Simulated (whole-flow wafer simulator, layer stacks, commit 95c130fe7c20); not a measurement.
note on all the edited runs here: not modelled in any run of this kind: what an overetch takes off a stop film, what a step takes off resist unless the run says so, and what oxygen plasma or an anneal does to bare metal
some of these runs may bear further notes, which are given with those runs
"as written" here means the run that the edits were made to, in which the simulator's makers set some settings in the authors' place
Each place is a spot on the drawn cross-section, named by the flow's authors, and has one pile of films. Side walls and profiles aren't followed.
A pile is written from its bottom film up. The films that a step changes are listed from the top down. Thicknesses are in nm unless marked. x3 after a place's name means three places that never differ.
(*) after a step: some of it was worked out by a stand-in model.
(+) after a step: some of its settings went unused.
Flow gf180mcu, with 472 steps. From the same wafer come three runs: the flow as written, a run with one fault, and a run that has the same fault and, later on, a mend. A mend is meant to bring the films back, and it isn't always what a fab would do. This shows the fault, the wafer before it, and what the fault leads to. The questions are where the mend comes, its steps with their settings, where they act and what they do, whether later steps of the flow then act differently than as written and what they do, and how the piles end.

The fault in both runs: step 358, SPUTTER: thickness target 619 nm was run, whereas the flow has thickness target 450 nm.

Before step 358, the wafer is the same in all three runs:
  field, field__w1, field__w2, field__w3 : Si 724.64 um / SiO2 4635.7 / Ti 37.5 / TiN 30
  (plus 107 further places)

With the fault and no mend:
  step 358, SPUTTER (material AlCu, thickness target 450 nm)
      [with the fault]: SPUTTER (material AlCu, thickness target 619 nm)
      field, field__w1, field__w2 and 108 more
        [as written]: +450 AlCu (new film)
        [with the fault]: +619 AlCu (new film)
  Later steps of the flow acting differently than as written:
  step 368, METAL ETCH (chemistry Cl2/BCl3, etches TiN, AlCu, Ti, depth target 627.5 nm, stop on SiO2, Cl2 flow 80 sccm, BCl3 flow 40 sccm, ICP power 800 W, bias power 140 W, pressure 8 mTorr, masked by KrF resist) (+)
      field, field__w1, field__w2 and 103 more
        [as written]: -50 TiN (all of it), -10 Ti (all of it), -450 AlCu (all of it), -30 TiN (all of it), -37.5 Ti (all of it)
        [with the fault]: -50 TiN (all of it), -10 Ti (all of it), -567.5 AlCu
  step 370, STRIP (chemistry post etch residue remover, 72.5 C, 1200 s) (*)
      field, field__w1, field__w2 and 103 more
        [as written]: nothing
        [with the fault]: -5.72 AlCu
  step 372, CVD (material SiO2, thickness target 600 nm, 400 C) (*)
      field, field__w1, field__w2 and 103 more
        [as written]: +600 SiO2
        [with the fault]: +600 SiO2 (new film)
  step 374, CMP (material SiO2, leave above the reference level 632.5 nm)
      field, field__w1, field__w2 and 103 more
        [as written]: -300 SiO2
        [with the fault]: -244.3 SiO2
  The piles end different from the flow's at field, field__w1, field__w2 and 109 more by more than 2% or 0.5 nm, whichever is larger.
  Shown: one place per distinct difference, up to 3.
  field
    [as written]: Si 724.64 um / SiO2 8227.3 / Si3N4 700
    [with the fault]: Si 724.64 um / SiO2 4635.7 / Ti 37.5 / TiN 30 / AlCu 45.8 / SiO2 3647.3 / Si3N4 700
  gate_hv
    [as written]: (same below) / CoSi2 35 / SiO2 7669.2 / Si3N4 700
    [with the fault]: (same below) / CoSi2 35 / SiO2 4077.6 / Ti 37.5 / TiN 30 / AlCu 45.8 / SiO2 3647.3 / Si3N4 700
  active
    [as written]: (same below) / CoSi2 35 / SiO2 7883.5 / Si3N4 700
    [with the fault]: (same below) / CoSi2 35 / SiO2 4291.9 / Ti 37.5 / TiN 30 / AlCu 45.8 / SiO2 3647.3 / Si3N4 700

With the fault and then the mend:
  The mend stands after step 358.
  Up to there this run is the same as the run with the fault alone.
  step 358a, METAL ETCH (chemistry Cl2/BCl3, etches TiN, AlCu, Ti, depth target 169 nm, Cl2 flow 80 sccm, BCl3 flow 40 sccm, ICP power 800 W, bias power 140 W, pressure 8 mTorr) (the flow's step 260 again, with other settings)
      field, field__w1, field__w2 and 108 more
        -169 AlCu
  None of the later steps of the flow acts differently than as written at any place that is followed.
  The piles end the same as the flow's at every place that both follow.
